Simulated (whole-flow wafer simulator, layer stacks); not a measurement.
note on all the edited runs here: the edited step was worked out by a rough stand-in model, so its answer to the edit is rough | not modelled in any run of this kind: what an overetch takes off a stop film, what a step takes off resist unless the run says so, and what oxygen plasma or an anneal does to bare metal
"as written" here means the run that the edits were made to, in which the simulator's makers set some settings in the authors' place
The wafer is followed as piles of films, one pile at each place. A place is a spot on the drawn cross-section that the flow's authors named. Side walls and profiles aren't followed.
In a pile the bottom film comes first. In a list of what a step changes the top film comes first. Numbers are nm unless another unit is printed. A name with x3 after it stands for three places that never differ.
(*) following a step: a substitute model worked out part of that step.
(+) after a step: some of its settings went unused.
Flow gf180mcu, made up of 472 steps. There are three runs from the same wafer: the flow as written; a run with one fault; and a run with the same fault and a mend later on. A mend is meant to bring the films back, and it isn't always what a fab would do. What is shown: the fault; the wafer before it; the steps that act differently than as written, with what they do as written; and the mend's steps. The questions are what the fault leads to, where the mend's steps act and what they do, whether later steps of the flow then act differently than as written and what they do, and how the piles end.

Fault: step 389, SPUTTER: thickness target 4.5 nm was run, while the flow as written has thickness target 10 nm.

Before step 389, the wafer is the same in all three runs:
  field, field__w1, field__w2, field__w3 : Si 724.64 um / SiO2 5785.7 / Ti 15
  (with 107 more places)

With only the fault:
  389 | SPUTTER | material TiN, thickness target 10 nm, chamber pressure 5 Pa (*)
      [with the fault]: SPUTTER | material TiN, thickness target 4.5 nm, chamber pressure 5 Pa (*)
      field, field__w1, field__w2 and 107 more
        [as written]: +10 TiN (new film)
        [with the fault]: +4.5 TiN (new film)
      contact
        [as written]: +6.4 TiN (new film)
        [with the fault]: +2.89 TiN (new film)
  Steps later in the flow that act otherwise than as written (1 more step, not shown, differs only slightly: by at most 2% or 0.5 nm, whichever is larger):
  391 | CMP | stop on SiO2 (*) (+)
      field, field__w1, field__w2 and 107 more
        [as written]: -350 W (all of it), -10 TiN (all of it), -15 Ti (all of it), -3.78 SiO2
        [with the fault]: -350 W (all of it), -4.5 TiN (all of it), -15 Ti (all of it), -3.73 SiO2
  The piles end different from the flow's at contact by more than 2% or 0.5 nm, whichever is larger.
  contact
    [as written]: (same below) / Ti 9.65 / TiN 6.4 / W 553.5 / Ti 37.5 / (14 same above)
    [with the fault]: (same below) / Ti 9.65 / TiN 2.89 / W 557.1 / Ti 37.5 / (14 same above)

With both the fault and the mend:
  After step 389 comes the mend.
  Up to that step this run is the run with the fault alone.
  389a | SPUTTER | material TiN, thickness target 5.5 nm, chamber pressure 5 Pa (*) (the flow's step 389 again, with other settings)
      field, field__w1, field__w2 and 107 more
        +5.5 TiN
      contact
        +3.52 TiN
  None of the later steps of the flow acts differently than as written at any place that is followed.
  At every place that both follow, the piles at the end match the flow's.
